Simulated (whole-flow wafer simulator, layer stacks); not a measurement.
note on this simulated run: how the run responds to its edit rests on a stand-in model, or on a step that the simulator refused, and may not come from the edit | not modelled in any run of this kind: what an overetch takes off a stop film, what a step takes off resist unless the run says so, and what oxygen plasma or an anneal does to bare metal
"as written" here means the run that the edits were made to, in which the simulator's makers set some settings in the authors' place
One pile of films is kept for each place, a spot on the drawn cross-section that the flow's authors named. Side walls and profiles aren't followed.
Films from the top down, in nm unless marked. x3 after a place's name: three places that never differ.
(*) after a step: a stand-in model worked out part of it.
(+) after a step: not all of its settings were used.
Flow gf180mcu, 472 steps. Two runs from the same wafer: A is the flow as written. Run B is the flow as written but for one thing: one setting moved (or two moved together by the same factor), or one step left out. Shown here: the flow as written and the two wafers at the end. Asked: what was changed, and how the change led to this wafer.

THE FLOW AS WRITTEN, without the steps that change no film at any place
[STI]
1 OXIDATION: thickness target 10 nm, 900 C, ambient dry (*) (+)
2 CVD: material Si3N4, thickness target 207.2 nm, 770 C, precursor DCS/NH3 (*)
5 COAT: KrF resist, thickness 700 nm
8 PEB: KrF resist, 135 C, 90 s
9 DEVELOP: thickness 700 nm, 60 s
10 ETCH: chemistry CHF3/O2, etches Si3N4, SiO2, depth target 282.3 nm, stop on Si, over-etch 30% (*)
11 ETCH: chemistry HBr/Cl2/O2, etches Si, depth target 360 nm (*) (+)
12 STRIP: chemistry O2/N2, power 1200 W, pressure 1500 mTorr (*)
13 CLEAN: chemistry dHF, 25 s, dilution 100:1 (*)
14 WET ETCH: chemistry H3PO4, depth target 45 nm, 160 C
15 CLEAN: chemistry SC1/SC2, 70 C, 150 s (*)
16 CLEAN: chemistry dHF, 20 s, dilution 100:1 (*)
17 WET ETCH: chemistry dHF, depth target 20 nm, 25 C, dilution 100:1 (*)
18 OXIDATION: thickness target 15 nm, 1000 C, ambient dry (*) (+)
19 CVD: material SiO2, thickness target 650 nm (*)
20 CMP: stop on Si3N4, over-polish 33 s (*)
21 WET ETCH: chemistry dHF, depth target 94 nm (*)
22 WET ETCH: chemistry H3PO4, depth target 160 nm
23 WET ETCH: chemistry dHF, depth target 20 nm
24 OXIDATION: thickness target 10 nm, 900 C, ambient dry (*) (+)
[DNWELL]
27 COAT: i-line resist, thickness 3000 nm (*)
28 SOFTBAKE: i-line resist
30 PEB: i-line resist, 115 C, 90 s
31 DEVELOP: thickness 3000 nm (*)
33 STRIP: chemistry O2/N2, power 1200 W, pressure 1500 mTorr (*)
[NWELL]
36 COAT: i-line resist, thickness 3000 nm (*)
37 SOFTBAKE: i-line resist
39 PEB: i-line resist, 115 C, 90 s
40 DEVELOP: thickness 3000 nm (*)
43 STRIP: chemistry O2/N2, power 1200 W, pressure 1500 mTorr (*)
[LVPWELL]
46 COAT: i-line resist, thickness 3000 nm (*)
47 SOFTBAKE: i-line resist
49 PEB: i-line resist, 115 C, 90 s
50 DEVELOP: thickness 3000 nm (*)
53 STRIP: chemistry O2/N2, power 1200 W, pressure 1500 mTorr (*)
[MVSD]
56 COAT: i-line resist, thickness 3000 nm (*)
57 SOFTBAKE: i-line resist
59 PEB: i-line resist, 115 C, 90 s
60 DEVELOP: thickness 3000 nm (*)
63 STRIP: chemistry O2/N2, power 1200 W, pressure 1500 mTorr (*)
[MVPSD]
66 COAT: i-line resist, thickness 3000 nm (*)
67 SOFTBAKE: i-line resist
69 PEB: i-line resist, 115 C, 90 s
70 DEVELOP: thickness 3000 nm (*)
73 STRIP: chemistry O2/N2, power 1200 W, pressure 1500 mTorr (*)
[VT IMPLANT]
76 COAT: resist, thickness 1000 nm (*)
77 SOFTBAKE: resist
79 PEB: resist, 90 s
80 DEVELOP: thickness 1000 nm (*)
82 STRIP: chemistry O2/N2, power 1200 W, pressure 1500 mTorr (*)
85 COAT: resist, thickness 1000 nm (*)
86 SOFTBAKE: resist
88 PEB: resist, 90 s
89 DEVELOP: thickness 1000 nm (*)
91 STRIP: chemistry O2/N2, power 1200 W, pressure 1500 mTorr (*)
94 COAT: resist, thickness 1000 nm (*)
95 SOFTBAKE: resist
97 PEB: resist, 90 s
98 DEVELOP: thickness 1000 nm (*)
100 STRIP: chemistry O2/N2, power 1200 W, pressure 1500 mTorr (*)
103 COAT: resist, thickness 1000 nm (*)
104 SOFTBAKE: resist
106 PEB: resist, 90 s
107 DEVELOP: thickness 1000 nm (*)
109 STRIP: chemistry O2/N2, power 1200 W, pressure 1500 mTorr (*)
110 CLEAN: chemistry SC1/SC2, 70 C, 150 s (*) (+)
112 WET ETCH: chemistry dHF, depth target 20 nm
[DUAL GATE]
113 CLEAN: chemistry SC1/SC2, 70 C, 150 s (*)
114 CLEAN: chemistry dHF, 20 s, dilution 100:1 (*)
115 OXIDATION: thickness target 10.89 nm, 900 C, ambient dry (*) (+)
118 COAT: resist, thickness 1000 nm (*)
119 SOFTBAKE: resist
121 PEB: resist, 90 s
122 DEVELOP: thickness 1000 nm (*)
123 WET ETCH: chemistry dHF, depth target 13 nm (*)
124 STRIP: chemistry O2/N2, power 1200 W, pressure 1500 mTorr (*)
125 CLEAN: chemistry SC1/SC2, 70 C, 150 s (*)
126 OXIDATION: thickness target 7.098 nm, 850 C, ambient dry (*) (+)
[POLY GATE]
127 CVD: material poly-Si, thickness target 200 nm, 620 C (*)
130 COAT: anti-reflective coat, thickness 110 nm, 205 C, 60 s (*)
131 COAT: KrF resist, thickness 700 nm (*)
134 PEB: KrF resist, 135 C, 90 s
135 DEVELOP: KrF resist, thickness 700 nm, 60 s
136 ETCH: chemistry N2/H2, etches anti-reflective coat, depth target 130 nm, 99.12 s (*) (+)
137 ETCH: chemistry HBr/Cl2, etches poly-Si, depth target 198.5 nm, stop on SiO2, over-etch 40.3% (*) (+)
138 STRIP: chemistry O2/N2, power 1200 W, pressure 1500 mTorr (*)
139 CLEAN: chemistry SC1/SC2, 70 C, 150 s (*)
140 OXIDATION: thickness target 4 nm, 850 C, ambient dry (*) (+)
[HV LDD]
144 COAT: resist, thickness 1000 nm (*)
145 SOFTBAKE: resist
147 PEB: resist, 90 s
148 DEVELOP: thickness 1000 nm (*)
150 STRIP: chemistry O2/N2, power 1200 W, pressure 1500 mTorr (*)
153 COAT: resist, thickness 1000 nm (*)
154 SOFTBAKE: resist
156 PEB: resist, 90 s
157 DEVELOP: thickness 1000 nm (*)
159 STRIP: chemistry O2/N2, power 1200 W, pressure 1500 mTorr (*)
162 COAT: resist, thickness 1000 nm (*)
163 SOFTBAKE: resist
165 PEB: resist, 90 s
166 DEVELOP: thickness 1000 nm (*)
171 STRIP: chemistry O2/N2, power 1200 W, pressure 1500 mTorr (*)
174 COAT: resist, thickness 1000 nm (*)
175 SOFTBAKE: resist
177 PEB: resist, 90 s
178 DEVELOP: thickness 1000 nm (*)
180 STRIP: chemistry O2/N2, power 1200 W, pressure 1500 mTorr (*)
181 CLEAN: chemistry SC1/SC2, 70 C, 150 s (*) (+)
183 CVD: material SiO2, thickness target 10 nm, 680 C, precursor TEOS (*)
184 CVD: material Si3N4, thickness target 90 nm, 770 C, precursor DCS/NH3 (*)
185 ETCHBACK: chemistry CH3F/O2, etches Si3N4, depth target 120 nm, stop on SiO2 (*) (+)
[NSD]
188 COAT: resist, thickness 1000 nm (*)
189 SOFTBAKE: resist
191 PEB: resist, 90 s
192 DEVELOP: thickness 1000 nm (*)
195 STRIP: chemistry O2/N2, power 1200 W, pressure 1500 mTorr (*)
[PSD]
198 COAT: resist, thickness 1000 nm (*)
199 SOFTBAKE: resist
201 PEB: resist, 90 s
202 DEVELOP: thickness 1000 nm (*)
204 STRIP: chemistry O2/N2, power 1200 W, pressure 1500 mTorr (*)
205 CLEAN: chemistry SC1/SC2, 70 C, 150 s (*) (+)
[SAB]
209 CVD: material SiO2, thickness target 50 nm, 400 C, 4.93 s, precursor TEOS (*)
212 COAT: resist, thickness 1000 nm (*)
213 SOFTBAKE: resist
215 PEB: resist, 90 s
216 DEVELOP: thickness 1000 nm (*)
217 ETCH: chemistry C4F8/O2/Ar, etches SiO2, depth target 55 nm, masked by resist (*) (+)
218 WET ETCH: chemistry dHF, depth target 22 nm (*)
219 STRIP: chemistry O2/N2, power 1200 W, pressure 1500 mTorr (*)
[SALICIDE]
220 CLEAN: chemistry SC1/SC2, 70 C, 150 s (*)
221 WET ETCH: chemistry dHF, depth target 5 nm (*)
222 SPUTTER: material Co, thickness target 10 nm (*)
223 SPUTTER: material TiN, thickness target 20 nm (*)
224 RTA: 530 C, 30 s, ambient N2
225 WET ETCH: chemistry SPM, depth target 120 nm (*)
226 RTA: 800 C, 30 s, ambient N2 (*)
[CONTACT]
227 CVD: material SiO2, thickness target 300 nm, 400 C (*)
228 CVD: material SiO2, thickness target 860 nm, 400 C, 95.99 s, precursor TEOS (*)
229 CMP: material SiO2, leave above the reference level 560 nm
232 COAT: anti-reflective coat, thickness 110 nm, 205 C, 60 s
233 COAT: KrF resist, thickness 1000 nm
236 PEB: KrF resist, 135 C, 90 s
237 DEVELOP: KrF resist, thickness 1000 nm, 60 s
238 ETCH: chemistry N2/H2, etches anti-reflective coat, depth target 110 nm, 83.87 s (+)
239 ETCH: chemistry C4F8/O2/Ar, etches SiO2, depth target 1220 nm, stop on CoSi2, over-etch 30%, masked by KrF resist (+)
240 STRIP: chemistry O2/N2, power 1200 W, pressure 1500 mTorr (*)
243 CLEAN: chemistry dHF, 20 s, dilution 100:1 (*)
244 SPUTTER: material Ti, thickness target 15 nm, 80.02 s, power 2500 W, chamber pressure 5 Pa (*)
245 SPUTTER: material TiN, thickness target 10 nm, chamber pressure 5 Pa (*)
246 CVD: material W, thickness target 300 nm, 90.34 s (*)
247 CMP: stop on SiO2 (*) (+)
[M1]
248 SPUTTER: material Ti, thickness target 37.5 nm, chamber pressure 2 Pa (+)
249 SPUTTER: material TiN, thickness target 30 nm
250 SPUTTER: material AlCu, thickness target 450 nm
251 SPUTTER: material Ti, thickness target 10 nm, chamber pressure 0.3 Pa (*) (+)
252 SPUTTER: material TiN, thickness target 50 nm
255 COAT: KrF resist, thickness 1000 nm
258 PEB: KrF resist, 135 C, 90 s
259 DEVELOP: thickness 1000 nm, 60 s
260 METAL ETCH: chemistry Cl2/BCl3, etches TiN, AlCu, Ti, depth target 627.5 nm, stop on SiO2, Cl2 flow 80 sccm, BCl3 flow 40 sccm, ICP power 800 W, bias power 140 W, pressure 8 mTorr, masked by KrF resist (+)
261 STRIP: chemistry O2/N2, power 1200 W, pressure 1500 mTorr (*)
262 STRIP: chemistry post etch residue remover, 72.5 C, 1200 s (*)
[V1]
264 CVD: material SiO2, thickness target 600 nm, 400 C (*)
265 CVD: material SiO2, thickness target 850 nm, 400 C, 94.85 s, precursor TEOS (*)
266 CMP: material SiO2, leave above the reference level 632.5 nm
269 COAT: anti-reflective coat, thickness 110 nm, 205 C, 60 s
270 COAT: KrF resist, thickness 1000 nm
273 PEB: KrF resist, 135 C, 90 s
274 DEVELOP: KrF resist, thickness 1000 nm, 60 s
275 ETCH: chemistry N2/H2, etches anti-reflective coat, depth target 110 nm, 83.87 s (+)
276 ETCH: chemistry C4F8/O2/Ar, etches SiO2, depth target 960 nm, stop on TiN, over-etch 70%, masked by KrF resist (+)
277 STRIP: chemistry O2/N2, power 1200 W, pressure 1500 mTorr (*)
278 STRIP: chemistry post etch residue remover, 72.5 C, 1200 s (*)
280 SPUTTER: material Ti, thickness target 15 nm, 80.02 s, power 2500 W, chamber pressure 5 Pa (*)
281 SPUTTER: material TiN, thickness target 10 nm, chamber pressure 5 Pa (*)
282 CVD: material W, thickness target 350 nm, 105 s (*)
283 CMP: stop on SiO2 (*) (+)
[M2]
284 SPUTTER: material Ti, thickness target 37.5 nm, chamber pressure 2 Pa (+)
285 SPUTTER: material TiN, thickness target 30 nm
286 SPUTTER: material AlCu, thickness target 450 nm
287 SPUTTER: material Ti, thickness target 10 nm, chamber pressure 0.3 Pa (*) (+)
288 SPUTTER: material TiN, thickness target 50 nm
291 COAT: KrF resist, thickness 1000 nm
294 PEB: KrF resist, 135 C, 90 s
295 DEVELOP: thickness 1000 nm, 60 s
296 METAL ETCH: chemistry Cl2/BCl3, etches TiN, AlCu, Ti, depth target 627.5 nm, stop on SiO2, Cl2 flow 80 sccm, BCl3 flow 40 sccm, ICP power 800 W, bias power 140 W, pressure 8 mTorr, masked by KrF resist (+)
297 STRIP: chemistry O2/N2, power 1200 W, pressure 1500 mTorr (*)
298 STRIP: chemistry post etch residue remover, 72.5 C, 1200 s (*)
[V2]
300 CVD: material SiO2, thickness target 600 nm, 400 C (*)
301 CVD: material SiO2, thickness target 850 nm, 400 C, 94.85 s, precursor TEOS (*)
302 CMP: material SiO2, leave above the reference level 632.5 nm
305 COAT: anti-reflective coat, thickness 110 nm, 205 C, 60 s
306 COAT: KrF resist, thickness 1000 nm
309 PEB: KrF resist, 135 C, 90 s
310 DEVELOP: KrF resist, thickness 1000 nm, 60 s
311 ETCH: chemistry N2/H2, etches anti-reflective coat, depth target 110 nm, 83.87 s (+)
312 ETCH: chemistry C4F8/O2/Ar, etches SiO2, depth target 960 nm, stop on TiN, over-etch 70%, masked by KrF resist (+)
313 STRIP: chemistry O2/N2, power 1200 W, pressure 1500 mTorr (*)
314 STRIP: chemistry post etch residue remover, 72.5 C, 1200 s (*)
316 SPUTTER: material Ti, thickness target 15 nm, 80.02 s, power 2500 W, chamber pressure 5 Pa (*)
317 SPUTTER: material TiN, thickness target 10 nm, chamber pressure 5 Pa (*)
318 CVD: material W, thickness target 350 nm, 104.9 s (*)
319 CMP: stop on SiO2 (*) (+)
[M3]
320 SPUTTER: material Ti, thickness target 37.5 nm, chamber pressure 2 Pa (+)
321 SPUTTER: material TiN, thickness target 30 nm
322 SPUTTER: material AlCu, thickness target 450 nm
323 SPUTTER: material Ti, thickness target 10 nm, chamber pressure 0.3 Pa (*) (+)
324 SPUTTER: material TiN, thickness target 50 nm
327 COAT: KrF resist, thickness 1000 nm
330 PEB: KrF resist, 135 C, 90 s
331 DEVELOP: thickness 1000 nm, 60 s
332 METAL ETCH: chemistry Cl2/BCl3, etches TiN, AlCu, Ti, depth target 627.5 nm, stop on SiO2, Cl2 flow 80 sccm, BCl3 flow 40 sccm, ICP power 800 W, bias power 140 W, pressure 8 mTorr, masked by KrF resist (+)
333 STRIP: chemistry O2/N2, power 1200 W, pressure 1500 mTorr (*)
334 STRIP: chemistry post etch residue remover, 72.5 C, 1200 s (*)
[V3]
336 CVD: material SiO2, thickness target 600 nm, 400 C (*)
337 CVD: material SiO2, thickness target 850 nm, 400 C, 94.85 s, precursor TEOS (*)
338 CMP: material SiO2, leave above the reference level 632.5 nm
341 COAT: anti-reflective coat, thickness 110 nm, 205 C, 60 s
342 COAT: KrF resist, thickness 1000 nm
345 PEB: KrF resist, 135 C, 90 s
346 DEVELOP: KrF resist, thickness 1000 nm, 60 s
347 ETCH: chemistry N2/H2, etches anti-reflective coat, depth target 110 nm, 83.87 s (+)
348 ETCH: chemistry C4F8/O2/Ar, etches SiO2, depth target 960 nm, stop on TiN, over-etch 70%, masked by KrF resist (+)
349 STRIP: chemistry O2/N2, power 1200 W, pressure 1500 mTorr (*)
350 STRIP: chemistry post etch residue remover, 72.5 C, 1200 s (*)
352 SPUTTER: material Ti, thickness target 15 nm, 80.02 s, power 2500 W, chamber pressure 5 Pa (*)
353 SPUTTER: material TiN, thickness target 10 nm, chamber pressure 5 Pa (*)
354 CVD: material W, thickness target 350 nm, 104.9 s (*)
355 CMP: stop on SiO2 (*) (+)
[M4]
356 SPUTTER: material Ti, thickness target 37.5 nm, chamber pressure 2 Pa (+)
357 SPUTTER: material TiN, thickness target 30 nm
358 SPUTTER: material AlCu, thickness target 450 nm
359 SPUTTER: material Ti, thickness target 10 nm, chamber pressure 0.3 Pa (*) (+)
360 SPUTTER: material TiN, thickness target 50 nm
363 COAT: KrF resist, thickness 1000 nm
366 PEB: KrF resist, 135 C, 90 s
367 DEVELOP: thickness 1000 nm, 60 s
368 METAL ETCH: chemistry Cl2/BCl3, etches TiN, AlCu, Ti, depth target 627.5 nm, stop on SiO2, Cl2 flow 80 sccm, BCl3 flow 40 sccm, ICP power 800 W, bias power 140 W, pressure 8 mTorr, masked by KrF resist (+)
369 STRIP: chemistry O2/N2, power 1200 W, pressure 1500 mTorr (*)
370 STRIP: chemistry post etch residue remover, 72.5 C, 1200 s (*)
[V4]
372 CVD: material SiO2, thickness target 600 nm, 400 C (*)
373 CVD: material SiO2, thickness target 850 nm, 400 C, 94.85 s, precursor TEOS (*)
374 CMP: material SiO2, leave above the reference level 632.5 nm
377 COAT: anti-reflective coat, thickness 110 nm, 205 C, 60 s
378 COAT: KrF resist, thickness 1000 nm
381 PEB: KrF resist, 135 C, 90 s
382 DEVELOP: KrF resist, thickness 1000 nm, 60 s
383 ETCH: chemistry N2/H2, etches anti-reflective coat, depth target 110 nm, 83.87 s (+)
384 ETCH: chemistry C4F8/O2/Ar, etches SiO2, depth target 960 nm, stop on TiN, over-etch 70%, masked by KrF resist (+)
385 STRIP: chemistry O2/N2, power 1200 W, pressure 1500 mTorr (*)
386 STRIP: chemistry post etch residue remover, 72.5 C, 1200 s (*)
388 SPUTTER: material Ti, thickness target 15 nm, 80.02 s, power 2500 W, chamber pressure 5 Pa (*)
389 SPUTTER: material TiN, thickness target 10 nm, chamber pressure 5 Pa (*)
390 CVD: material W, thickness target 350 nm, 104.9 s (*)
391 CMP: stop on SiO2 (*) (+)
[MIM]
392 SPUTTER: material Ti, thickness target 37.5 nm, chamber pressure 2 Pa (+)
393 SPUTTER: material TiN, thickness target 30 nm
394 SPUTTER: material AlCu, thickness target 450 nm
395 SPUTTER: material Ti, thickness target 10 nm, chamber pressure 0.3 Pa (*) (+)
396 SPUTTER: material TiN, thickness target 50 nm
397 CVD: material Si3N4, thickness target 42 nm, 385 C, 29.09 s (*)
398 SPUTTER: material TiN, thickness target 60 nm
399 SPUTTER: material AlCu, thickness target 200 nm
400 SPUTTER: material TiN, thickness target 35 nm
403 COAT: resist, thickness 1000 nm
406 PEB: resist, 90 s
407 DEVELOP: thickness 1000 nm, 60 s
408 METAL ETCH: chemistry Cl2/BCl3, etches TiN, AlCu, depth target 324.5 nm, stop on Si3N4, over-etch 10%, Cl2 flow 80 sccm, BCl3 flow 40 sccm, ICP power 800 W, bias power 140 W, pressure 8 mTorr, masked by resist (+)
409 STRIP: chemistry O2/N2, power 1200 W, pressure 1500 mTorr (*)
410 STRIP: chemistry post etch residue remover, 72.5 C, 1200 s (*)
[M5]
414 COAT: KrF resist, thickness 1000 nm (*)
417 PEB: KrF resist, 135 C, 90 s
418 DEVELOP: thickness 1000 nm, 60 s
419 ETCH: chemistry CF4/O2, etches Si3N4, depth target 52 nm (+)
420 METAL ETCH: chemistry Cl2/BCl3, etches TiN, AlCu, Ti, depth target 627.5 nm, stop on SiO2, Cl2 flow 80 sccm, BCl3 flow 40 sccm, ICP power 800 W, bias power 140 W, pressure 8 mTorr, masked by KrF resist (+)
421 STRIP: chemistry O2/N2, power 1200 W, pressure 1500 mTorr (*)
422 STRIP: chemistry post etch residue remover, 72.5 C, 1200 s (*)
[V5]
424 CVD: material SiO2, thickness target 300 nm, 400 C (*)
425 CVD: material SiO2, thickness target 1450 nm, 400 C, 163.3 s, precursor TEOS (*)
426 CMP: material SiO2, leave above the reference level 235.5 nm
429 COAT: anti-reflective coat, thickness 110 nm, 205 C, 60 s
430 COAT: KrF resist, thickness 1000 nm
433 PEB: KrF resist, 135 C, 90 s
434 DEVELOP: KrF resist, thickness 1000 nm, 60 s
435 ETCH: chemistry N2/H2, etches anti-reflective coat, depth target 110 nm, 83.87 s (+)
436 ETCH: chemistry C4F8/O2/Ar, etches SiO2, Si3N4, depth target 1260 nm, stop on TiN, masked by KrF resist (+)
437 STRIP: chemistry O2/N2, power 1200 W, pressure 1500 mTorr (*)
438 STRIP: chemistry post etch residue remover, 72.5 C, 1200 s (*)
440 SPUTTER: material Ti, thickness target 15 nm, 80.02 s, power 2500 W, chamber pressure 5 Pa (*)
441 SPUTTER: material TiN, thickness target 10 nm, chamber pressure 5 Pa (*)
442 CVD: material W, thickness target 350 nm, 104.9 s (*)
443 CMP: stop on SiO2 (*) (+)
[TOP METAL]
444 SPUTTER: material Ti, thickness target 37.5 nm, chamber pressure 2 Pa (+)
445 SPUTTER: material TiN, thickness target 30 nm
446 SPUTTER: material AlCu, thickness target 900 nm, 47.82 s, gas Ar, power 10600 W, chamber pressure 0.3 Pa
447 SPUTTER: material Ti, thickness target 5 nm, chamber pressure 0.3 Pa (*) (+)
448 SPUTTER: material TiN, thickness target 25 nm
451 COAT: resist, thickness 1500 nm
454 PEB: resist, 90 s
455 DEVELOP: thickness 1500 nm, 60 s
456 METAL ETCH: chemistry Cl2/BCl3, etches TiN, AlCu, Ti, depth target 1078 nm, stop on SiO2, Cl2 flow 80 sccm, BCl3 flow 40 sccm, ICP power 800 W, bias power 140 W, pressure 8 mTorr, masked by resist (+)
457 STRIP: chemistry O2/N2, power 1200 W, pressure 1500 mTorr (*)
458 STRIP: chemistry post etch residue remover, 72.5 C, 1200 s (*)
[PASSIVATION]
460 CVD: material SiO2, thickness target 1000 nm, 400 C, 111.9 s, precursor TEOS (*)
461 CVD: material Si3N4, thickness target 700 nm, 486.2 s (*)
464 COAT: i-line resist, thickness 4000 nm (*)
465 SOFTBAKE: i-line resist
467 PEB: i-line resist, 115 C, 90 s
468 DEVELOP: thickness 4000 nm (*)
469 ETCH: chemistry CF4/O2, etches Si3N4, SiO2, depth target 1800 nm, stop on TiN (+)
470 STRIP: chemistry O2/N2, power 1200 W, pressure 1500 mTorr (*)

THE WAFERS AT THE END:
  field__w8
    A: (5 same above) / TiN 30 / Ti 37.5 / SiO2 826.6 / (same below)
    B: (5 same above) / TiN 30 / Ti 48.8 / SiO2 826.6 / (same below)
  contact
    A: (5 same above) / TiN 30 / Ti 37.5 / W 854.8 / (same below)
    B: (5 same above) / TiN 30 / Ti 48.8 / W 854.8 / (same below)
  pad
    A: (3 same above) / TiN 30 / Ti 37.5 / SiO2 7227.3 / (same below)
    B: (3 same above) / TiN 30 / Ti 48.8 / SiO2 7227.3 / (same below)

The cause: step 444, SPUTTER: thickness target 48.8 nm was run, where the flow has thickness target 37.5 nm.
It can be read off the wafer: field__w8 has Ti 48.8, and step 444 as written asks for 37.5 nm.

How the change led to this, step by step:
  444 SPUTTER: material Ti, thickness target 37.5 nm, chamber pressure 2 Pa (+)
      field, field__w1, field__w2 and 109 more: A Ti +37.5 (new film) | B Ti +48.8 (new film)
  456 METAL ETCH: chemistry Cl2/BCl3, etches TiN, AlCu, Ti, depth target 1078 nm, stop on SiO2, Cl2 flow 80 sccm, BCl3 flow 40 sccm, ICP power 800 W, bias power 140 W, pressure 8 mTorr, masked by resist (+)
      field, field__w1, field__w2 and 103 more: A TiN -25 (all of it), Ti -5 (all of it), AlCu -900 (all of it), TiN -30 (all of it), Ti -37.5 (all of it) | B TiN -25 (all of it), Ti -5 (all of it), AlCu -900 (all of it), TiN -30 (all of it), Ti -48.8 (all of it)
  465 SOFTBAKE: i-line resist
      field__w5, field__w9: A i-line resist +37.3 | B i-line resist +30.7
      field__w11, field__w13: A i-line resist +37.9 | B i-line resist +31.8
      (and at 56 more places)
